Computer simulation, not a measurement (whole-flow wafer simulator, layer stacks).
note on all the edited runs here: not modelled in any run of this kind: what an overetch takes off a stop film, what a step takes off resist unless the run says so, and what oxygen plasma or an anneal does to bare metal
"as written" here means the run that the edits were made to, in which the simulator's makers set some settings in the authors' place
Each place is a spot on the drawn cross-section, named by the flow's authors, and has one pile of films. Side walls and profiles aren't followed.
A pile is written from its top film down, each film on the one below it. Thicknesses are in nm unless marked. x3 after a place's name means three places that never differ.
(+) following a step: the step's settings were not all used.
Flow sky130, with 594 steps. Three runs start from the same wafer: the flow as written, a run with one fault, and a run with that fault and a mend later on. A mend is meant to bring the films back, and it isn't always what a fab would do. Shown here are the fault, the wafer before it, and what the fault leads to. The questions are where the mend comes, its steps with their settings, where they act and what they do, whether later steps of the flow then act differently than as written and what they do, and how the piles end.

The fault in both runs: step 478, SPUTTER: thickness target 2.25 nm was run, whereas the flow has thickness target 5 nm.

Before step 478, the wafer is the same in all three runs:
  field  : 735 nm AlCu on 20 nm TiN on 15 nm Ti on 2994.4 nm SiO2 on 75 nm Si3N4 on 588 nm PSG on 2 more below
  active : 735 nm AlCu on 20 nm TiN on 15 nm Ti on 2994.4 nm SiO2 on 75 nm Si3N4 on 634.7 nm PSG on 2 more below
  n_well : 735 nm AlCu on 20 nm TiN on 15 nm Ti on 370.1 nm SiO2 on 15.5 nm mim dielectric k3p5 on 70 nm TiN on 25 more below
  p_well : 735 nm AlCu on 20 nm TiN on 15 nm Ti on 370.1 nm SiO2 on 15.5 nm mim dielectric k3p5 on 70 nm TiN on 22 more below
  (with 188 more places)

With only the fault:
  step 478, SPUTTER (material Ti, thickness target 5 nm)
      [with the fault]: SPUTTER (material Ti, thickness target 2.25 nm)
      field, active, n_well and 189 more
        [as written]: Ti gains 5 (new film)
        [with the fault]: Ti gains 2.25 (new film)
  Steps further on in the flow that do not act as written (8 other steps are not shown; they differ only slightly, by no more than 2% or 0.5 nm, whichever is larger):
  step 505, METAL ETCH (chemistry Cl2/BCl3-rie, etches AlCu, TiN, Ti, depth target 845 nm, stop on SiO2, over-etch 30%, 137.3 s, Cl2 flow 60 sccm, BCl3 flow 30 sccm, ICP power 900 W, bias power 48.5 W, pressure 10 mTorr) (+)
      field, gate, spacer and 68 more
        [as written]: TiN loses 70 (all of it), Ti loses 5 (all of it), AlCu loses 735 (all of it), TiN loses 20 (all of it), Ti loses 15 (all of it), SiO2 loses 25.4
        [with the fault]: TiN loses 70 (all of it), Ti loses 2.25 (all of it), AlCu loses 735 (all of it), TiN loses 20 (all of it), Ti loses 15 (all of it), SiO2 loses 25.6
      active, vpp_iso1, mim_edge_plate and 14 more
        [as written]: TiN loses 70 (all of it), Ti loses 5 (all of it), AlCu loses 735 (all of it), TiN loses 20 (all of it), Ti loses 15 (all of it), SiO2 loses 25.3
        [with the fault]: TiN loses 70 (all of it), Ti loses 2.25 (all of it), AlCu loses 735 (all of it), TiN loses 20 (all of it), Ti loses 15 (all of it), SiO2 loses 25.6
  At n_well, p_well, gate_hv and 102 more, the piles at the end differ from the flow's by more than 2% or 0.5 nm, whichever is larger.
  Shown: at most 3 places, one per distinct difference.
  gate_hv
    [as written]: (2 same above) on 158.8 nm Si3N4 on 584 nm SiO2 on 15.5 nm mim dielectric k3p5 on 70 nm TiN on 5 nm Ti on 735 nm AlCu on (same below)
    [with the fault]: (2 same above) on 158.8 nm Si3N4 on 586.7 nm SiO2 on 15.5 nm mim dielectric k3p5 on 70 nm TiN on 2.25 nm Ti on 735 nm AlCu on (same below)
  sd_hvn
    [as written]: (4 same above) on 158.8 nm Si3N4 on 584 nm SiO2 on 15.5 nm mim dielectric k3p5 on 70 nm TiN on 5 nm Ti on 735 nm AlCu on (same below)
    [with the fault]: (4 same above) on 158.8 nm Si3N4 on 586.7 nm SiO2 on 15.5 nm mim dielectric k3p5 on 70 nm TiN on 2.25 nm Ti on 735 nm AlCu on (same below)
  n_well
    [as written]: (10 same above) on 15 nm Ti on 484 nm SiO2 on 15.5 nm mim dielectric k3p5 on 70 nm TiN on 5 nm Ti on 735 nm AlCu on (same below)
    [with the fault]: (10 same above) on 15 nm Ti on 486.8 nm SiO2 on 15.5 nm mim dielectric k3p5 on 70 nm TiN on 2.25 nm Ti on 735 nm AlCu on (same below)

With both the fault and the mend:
  The mend stands after step 478.
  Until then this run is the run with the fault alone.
  step 478a, SPUTTER (material Ti, thickness target 2.75 nm) (the flow's step 478 again, with other settings)
      field, active, n_well and 189 more
        Ti gains 2.75
  None of the later steps of the flow acts differently than as written at any place that is followed.
  By the end, the piles equal the flow's at every place that both follow.
